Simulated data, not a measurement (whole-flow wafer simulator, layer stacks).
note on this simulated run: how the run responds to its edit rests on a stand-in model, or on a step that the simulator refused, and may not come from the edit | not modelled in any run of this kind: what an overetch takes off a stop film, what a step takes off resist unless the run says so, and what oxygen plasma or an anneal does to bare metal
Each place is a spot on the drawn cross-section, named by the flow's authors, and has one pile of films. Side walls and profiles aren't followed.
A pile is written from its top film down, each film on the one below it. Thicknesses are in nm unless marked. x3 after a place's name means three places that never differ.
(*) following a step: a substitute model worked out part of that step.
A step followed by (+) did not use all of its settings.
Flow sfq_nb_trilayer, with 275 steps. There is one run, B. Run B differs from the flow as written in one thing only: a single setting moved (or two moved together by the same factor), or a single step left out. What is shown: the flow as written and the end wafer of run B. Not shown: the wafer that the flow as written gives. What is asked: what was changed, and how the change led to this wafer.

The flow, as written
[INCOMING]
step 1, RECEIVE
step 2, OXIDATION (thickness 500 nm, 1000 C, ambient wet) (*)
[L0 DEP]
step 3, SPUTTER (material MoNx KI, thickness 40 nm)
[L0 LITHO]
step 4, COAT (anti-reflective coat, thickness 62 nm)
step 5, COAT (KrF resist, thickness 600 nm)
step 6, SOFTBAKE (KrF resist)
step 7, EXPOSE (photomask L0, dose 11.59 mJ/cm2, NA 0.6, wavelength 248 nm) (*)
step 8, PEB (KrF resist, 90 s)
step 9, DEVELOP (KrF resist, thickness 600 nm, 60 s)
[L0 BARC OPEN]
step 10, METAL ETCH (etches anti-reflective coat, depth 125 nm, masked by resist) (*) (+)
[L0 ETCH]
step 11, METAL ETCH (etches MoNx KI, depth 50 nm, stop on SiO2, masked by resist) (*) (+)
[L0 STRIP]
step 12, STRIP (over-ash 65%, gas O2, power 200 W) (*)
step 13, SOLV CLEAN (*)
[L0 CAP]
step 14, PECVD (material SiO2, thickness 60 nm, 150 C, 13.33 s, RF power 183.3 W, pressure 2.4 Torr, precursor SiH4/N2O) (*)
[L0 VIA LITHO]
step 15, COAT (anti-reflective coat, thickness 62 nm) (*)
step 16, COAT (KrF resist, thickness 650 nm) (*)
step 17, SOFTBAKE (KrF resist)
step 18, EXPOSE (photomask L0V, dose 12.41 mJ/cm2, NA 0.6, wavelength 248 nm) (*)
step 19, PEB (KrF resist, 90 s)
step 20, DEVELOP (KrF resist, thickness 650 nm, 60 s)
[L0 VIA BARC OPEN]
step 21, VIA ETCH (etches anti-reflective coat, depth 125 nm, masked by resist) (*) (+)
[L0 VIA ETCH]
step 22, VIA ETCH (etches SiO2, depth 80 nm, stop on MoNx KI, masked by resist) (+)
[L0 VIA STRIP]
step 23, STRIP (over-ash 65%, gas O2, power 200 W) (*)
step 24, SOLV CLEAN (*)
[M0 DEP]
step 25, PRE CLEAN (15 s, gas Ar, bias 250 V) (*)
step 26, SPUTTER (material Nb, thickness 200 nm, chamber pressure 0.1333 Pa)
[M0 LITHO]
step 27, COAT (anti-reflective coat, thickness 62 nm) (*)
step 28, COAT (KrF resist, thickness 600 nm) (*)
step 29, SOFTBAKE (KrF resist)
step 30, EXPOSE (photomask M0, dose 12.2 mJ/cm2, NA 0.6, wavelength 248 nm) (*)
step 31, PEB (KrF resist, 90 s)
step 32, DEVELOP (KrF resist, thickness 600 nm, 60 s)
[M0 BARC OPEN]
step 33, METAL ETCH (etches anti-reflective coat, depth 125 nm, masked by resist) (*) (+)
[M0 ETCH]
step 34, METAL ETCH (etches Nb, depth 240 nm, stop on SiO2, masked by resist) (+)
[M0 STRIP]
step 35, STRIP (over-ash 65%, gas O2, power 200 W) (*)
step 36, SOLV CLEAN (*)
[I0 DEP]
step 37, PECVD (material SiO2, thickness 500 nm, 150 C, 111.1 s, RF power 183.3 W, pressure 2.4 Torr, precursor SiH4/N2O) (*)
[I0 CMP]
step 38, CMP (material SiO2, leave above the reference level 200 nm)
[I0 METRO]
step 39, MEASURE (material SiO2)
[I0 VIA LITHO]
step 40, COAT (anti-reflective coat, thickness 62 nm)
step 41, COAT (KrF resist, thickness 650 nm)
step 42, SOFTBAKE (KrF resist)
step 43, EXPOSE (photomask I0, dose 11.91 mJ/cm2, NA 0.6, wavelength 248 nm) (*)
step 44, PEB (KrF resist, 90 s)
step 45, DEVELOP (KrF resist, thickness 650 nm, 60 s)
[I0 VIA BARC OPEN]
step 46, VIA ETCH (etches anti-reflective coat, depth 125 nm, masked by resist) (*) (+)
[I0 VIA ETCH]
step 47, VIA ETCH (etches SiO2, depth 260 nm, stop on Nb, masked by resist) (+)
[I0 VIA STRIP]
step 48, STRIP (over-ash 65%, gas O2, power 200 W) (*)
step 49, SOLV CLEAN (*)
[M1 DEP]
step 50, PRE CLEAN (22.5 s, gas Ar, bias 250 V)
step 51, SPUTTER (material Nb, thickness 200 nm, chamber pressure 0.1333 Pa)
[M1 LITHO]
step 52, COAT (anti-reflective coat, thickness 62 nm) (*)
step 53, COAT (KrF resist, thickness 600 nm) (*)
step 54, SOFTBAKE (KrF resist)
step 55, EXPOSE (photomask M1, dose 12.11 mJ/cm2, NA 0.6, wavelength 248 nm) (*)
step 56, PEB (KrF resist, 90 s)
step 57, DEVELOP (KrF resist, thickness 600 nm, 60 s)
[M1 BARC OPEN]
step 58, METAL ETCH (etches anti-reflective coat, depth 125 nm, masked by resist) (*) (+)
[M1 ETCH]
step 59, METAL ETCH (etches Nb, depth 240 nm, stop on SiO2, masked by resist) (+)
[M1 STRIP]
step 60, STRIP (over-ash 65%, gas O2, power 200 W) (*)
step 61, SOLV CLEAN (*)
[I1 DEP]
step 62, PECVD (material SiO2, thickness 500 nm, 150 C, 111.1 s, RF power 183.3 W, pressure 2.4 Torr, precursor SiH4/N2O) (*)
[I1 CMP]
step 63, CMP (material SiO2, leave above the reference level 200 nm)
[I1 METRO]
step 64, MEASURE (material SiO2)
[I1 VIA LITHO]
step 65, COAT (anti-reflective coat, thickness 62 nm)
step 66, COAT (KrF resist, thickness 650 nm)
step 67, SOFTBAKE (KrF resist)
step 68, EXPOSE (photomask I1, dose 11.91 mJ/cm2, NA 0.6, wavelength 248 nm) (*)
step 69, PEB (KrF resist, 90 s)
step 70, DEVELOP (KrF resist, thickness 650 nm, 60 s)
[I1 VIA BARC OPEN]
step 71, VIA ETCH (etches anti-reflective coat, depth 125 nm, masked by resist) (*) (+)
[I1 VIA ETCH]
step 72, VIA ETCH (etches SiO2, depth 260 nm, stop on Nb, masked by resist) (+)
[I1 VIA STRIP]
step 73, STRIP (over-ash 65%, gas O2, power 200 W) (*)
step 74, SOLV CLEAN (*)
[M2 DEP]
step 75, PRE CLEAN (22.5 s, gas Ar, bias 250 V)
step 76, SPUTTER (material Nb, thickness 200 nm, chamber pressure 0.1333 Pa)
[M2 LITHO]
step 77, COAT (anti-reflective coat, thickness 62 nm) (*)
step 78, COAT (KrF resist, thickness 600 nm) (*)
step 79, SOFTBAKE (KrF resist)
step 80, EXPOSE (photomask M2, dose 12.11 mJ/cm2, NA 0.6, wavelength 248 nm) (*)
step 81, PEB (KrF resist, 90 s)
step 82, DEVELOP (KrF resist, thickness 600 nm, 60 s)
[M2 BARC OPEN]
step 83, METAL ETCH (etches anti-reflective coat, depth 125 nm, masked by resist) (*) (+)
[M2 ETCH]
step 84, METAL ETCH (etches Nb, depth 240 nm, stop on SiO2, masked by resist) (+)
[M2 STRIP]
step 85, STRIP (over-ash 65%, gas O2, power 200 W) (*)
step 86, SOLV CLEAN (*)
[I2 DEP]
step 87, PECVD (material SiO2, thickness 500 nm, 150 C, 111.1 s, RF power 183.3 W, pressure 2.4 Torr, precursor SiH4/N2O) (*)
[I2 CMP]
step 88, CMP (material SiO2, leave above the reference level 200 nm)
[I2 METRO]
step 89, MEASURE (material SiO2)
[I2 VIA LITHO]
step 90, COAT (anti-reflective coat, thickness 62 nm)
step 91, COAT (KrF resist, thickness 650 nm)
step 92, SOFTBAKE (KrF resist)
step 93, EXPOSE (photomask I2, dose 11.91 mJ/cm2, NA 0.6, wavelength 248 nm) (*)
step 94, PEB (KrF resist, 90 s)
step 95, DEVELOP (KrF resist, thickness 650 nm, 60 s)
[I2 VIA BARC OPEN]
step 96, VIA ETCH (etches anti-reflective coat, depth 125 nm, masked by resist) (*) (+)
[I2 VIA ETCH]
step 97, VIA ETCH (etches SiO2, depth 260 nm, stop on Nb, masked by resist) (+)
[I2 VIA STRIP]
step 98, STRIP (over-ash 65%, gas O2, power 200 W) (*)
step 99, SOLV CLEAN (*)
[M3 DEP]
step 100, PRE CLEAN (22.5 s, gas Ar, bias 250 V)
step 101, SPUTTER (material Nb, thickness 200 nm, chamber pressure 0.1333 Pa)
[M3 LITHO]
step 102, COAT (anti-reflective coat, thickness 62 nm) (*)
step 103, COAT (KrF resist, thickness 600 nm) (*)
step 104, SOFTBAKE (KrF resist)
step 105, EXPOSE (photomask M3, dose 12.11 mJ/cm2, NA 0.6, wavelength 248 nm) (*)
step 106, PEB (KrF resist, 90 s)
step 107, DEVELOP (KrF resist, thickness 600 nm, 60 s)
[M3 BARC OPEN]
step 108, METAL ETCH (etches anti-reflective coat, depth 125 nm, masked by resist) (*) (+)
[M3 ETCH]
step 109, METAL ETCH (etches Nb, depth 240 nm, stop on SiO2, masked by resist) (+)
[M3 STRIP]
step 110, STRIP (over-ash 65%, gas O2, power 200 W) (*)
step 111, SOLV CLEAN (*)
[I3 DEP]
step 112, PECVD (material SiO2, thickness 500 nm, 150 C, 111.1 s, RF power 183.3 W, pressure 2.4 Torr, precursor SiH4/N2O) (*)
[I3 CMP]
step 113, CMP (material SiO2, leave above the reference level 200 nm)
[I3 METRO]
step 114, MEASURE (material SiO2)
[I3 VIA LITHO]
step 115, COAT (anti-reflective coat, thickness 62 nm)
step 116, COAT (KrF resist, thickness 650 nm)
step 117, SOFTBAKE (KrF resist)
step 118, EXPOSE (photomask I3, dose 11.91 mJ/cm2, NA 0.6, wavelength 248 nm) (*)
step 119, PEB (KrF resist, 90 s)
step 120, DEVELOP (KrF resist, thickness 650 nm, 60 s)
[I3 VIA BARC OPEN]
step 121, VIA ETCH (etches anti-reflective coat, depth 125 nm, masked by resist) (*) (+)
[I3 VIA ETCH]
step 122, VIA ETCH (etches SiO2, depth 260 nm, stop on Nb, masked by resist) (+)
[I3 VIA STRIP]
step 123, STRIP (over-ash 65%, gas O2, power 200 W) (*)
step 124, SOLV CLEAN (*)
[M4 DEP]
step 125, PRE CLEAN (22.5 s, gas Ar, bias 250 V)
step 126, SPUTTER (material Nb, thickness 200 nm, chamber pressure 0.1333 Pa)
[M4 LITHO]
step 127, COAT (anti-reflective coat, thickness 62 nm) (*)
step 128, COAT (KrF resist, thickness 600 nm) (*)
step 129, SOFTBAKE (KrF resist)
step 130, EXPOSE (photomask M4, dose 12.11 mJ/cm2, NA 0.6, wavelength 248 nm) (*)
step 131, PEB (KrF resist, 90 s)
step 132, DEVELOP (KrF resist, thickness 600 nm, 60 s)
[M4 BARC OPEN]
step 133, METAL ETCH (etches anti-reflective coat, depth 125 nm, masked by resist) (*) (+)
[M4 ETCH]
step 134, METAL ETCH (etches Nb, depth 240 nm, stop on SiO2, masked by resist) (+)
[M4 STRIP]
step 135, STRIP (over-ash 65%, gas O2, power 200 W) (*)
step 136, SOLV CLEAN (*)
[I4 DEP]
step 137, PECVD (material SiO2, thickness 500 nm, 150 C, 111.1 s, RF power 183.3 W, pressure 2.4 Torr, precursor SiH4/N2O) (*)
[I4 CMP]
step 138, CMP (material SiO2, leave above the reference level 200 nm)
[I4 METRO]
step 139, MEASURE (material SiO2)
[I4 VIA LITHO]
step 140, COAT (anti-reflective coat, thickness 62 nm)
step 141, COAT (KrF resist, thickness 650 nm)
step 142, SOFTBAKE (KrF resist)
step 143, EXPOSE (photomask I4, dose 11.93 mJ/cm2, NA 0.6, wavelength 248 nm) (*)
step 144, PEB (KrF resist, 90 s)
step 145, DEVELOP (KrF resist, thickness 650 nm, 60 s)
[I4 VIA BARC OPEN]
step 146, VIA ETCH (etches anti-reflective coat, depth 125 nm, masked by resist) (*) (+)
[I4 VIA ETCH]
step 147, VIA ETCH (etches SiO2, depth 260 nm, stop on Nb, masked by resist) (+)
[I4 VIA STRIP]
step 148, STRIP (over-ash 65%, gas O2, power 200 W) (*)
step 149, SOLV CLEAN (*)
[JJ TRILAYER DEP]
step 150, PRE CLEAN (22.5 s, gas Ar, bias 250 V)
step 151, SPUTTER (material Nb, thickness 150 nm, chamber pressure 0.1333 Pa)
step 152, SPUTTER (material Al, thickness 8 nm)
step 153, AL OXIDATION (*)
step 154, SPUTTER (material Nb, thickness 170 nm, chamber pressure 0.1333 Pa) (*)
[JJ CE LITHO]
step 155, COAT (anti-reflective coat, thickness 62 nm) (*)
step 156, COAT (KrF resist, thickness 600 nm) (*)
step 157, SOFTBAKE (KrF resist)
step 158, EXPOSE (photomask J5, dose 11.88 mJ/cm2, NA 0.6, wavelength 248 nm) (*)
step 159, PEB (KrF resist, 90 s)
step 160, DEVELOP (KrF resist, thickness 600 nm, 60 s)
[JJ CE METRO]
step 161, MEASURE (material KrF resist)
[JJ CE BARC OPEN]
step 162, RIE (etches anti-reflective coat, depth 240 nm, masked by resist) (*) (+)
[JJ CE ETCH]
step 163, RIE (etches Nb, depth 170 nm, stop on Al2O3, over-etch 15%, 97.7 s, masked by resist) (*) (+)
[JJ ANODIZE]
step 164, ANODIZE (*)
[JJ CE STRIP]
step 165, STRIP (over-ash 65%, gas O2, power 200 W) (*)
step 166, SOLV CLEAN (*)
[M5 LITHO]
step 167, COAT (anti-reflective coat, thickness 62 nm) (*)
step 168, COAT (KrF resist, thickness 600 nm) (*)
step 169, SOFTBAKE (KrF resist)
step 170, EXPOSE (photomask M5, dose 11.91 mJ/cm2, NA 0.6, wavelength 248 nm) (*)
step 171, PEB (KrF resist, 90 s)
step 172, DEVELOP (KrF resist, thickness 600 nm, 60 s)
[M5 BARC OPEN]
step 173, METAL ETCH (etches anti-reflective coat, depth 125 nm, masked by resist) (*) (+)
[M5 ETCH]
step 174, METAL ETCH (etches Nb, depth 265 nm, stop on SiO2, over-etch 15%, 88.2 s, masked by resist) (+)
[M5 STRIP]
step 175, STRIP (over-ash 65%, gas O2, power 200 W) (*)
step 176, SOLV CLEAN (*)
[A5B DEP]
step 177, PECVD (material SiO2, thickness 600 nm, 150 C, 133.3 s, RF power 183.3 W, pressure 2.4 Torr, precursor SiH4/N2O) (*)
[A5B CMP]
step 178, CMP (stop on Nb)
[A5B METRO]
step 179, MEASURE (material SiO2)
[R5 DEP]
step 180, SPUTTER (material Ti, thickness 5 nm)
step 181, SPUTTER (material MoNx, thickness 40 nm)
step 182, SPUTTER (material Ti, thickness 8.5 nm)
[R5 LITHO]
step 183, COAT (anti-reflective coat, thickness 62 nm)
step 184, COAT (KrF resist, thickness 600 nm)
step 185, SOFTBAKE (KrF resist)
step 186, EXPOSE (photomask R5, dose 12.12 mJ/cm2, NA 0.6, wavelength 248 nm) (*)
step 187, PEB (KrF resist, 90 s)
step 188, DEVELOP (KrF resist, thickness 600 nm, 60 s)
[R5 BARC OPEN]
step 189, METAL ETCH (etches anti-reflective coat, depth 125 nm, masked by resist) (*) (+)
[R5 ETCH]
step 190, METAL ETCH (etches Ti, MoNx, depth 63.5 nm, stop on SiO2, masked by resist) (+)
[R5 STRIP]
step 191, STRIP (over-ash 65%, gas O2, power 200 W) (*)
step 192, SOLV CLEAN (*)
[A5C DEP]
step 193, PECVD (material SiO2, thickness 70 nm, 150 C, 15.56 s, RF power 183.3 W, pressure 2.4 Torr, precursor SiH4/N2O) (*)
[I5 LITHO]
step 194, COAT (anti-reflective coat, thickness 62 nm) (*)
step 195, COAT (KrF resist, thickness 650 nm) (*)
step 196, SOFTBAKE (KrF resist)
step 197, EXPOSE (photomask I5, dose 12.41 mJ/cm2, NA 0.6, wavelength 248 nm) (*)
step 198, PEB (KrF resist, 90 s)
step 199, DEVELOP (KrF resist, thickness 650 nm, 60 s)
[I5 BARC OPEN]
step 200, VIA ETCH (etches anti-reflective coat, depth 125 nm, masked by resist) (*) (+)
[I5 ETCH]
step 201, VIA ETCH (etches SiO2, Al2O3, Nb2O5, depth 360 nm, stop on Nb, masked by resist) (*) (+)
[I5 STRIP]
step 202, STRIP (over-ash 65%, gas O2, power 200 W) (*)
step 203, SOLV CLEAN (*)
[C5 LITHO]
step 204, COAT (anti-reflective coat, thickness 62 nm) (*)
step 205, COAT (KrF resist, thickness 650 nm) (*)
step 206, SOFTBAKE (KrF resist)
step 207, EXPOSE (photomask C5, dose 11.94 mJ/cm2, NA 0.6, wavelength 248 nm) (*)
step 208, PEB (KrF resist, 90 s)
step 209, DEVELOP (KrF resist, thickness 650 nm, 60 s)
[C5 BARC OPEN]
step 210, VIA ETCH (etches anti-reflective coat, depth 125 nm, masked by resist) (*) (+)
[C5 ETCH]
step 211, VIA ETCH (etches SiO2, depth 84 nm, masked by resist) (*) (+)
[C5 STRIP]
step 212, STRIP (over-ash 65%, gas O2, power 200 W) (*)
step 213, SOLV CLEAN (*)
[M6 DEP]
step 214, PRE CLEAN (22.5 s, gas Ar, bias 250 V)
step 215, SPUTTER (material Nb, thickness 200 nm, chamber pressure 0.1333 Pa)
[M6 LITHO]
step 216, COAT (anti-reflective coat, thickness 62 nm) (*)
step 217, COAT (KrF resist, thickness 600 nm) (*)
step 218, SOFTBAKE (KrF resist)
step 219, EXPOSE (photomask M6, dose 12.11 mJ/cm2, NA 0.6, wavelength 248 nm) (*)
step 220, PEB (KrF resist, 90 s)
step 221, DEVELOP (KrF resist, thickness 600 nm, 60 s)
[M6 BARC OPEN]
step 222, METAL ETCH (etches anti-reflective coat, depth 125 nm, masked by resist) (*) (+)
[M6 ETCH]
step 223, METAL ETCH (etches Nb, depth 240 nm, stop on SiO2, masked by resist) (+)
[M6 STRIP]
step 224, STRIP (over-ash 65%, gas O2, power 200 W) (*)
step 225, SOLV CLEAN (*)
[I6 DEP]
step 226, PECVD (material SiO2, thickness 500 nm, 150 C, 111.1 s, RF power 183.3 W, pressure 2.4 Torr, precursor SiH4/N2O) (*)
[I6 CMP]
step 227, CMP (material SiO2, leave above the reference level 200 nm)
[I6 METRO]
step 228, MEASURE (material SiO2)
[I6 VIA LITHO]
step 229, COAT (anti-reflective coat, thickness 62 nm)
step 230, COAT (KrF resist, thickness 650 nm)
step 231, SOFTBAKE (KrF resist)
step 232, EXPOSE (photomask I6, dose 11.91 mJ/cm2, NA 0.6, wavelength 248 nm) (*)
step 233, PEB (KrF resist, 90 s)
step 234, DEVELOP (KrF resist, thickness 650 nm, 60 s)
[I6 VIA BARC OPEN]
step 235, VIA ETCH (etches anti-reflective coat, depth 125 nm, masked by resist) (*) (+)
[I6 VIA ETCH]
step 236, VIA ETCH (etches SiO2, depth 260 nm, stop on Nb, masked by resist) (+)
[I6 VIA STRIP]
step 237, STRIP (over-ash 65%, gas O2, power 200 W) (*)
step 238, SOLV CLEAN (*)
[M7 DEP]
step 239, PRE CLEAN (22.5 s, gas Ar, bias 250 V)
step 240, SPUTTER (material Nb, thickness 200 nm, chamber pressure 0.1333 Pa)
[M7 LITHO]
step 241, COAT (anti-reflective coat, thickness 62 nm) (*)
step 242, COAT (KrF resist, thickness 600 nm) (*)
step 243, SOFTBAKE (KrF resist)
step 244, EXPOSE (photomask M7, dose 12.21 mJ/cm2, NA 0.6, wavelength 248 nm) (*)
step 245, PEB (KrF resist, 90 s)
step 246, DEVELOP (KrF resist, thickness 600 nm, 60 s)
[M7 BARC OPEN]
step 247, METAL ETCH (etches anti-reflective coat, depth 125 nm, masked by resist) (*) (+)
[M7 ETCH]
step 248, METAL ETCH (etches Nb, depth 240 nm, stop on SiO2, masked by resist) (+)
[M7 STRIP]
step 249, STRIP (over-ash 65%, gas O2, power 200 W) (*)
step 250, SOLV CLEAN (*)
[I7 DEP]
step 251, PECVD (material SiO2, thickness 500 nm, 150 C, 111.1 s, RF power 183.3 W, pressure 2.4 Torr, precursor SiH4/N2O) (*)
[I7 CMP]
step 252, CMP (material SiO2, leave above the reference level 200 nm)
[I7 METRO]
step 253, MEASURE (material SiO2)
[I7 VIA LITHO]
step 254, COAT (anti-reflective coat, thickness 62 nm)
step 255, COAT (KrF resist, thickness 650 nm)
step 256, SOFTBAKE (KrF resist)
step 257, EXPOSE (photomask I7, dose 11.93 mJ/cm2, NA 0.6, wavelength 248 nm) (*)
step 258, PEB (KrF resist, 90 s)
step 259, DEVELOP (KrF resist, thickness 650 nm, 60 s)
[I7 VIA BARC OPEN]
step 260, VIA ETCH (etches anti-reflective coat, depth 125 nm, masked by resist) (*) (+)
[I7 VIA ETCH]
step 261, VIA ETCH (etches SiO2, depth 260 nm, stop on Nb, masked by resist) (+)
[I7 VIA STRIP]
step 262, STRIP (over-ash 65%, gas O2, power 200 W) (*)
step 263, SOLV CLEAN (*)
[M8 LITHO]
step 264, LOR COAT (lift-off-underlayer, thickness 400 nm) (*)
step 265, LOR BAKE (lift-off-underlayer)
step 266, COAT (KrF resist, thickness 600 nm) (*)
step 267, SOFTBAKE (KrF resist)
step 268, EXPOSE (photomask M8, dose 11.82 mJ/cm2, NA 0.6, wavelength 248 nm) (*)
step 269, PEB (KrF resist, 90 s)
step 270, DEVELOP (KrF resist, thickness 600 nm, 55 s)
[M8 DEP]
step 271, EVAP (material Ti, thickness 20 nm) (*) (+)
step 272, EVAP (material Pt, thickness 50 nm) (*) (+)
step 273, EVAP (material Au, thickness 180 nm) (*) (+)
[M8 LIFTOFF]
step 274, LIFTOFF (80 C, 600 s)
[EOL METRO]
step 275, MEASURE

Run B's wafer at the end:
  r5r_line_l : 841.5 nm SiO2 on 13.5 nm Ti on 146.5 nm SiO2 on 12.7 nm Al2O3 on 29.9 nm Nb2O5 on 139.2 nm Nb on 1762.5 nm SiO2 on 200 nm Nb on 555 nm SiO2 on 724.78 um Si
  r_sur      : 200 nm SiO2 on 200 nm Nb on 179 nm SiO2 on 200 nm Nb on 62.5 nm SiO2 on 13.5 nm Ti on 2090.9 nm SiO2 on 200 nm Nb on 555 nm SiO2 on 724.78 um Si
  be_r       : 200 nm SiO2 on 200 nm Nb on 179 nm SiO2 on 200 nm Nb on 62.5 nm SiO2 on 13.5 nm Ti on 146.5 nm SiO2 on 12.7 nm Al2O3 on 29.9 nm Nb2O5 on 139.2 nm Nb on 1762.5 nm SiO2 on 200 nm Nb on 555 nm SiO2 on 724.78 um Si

What caused this: step 181, SPUTTER: material MoNx, thickness 40 nm, was not run.

Step by step, how the change led to this:
  step 182, SPUTTER (material Ti, thickness 8.5 nm)
      field_l, v_sur, via_wl and 103 more: +8.5 Ti (as written it would have been: +8.5 Ti (new film))
  step 190, METAL ETCH (etches Ti, MoNx, depth 63.5 nm, stop on SiO2, masked by resist) (+)
      field_l, v_sur, via_wl and 92 more: -13.5 Ti (all of it) (as written it would have been: -8.5 Ti (all of it), -40 MoNx (all of it), -5 Ti (all of it))
      ce_l, c5j, ce_r, wl_jj: -13.5 Ti (all of it), -50 Nb (as written it would have been: -8.5 Ti (all of it), -40 MoNx (all of it), -5 Ti (all of it), -10 Nb)
  step 194, COAT (anti-reflective coat, thickness 62 nm) (*)
      wl_j_sl, wl_j_sr: +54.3 anti-reflective coat (new film) (as written it would have been: +60.2 anti-reflective coat (new film))
      r5r_spacepad_l, r5r_spacepad_r: +67.5 anti-reflective coat (new film) (as written it would have been: +84.4 anti-reflective coat (new film))
      (also at 15 further places)
  step 195, COAT (KrF resist, thickness 650 nm) (*)
      c5j: +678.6 KrF resist (new film) (as written it would have been: +662.7 KrF resist (new film))
      be_r: +640.6 KrF resist (new film) (as written it would have been: +626.3 KrF resist (new film))
      (also at 4 further places)
  step 202, STRIP (over-ash 65%, gas O2, power 200 W) (*)
      wl_j_sl, wl_j_sr: -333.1 KrF resist (all of it), -54.3 anti-reflective coat (all of it) (as written it would have been: -333.3 KrF resist (all of it), -60.2 anti-reflective coat (all of it))
      r5r_spacepad_l, r5r_spacepad_r: -334 KrF resist (all of it), -67.5 anti-reflective coat (all of it) (as written it would have been: -335.6 KrF resist (all of it), -84.4 anti-reflective coat (all of it))
      (also at 15 further places)
  step 204, COAT (anti-reflective coat, thickness 62 nm) (*)
      wl_j_sl, wl_j_sr: +54.3 anti-reflective coat (new film) (as written it would have been: +60.2 anti-reflective coat (new film))
      r5r_spacepad_l, r5r_spacepad_r: +67.5 anti-reflective coat (new film) (as written it would have been: +84.4 anti-reflective coat (new film))
      (also at 15 further places)
  step 205, COAT (KrF resist, thickness 650 nm) (*)
      c5j: +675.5 KrF resist (new film) (as written it would have been: +659.4 KrF resist (new film))
      be_r: +639 KrF resist (new film) (as written it would have been: +624.6 KrF resist (new film))
      (also at 4 further places)
  step 209, DEVELOP (KrF resist, thickness 650 nm, 60 s)
      c5j: -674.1 KrF resist (all of it) (as written it would have been: -658.1 KrF resist (all of it))
      res: -640.5 KrF resist (all of it) (as written it would have been: -623.6 KrF resist (all of it))
  step 210, VIA ETCH (etches anti-reflective coat, depth 125 nm, masked by resist) (*) (+)
      field_l, v_sur, via_wl and 101 more: -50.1 KrF resist (as written it would have been: -47.4 KrF resist)
      c5j: -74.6 anti-reflective coat (all of it), -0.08 SiO2 (as written it would have been: -63.9 anti-reflective coat (all of it), -0.11 SiO2)
      (also at 1 further place)
  step 212, STRIP (over-ash 65%, gas O2, power 200 W) (*)
      wl_j_sl, wl_j_sr: -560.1 KrF resist (all of it), -54.3 anti-reflective coat (all of it) (as written it would have been: -563.4 KrF resist (all of it), -60.2 anti-reflective coat (all of it))
      r5r_spacepad_l, r5r_spacepad_r: -561 KrF resist (all of it), -67.5 anti-reflective coat (all of it) (as written it would have been: -565.8 KrF resist (all of it), -84.4 anti-reflective coat (all of it))
      (also at 13 further places)
  step 215, SPUTTER (material Nb, thickness 200 nm, chamber pressure 0.1333 Pa)
      c5j: +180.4 Nb (as written it would have been: +188.4 Nb)
  step 216, COAT (anti-reflective coat, thickness 62 nm) (*)
      r5r_line_l, r5r_line_c, r5r_line_r: +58 anti-reflective coat (new film) (as written it would have been: +50 anti-reflective coat (new film))
      wl_j_sl, wl_j_sr: +54.6 anti-reflective coat (new film) (as written it would have been: +60.2 anti-reflective coat (new film))
      (also at 14 further places)
  step 217, COAT (KrF resist, thickness 600 nm) (*)
      r5r_line_c, r5r_line_r: +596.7 KrF resist (new film) (as written it would have been: +584.7 KrF resist (new film))
      ce_l: +631.7 KrF resist (new film) (as written it would have been: +614.7 KrF resist (new film))
      (also at 7 further places)
  step 222, METAL ETCH (etches anti-reflective coat, depth 125 nm, masked by resist) (*) (+)
      r5r_line_l, r5r_line_c, r5r_line_r: -58 anti-reflective coat (all of it) (as written it would have been: -50 anti-reflective coat (all of it))
      r5r_spacepad_l, r5r_spacepad_r: -67.5 anti-reflective coat (all of it) (as written it would have been: -85.7 anti-reflective coat (all of it))
      (also at 2 further places)
  step 224, STRIP (over-ash 65%, gas O2, power 200 W) (*)
      wl_j_sl, wl_j_sr: -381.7 KrF resist (all of it), -54.6 anti-reflective coat (all of it) (as written it would have been: -382.5 KrF resist (all of it), -60.2 anti-reflective coat (all of it))
      jj_sur: -374.9 KrF resist (all of it), -49.5 anti-reflective coat (all of it) (as written it would have been: -378.5 KrF resist (all of it), -56.1 anti-reflective coat (all of it))
      (also at 9 further places)
  step 226, PECVD (material SiO2, thickness 500 nm, 150 C, 111.1 s, RF power 183.3 W, pressure 2.4 Torr, precursor SiH4/N2O) (*)
      r5r_spacepad_l, r5r_spacepad_r: +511 SiO2 (as written it would have been: +553.5 SiO2)
  step 227, CMP (material SiO2, leave above the reference level 200 nm)
      be_r, r_sur, r_end: -313.5 SiO2 (as written it would have been: -353.5 SiO2)
      r5r_line_l, r5r_line_c, r5r_line_r: -113.5 SiO2 (as written it would have been: -153.5 SiO2)
      (also at 7 further places)
